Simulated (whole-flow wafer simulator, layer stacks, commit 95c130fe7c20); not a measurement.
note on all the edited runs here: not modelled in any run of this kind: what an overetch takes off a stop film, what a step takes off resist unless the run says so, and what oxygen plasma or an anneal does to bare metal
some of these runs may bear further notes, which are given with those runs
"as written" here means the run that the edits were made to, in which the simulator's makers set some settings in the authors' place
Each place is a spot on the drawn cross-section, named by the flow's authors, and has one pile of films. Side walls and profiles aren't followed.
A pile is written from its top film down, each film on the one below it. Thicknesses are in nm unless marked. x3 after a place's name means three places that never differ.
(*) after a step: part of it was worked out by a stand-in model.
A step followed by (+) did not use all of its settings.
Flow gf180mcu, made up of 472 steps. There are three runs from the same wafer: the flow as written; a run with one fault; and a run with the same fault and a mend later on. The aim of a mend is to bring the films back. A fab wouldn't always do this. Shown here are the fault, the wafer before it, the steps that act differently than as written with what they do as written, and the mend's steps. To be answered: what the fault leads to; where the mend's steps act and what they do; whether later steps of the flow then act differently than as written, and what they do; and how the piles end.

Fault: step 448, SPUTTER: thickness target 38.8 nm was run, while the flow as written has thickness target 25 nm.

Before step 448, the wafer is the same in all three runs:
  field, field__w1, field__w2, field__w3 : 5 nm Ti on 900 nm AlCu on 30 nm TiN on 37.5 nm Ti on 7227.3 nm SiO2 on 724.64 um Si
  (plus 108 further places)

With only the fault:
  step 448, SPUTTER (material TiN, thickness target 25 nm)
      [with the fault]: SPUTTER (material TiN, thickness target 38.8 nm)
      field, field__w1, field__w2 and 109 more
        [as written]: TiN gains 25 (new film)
        [with the fault]: TiN gains 38.8 (new film)
  Steps further on in the flow that do not act as written (not shown: 4 more steps that differ only slightly, by at most 2% or 0.5 nm, whichever is larger):
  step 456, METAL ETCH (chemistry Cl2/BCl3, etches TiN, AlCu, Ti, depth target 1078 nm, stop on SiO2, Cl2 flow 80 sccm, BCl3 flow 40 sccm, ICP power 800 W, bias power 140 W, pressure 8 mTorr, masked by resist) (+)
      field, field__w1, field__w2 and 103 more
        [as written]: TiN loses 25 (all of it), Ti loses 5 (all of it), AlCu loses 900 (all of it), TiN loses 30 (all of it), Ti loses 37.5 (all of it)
        [with the fault]: TiN loses 38.8 (all of it), Ti loses 5 (all of it), AlCu loses 900 (all of it), TiN loses 30 (all of it), Ti loses 37.5 (all of it)
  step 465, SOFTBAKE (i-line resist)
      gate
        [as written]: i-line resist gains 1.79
        [with the fault]: i-line resist loses 0.24
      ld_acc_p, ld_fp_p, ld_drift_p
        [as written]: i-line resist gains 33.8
        [with the fault]: i-line resist gains 27.5
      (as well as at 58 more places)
  The piles end different from the flow's at field__w8, contact, m1, m1__w1, pad, m1_nw by more than 2% or 0.5 nm, whichever is larger.
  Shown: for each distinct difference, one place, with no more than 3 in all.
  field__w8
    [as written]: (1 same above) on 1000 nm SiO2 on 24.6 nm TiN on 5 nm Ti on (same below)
    [with the fault]: (1 same above) on 1000 nm SiO2 on 38.4 nm TiN on 5 nm Ti on (same below)
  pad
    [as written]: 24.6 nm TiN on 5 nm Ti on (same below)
    [with the fault]: 38.4 nm TiN on 5 nm Ti on (same below)

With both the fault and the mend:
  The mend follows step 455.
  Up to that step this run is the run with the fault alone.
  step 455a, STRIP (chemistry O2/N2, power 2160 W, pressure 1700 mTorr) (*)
      field__w8, contact, m1, m1__w1, pad, m1_nw
        resist loses 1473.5 (all of it)
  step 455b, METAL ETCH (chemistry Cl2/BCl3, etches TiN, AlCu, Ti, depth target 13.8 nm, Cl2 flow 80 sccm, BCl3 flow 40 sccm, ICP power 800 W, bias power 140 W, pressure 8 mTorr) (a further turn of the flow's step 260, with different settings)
      field, field__w1, field__w2 and 109 more
        TiN loses 13.8
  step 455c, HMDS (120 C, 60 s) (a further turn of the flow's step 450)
      leaves every film unchanged at each place that is followed
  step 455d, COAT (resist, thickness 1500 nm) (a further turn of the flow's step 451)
      field, field__w1, field__w2 and 109 more
        resist gains 1500 (new film)
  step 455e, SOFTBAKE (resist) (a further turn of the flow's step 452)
      leaves every film unchanged at each place that is followed
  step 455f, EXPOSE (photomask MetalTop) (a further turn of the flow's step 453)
      leaves every film unchanged at each place that is followed
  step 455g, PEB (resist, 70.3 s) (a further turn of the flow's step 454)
      field, field__w1, field__w2 and 109 more
        resist loses 26.5
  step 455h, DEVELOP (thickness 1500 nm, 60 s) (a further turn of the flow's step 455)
      field, field__w1, field__w2 and 103 more
        resist loses 1473.5 (all of it)
  Every later step of the flow that is run acts as written at every place that is followed.
  The piles end the same as the flow's at every place that both follow.
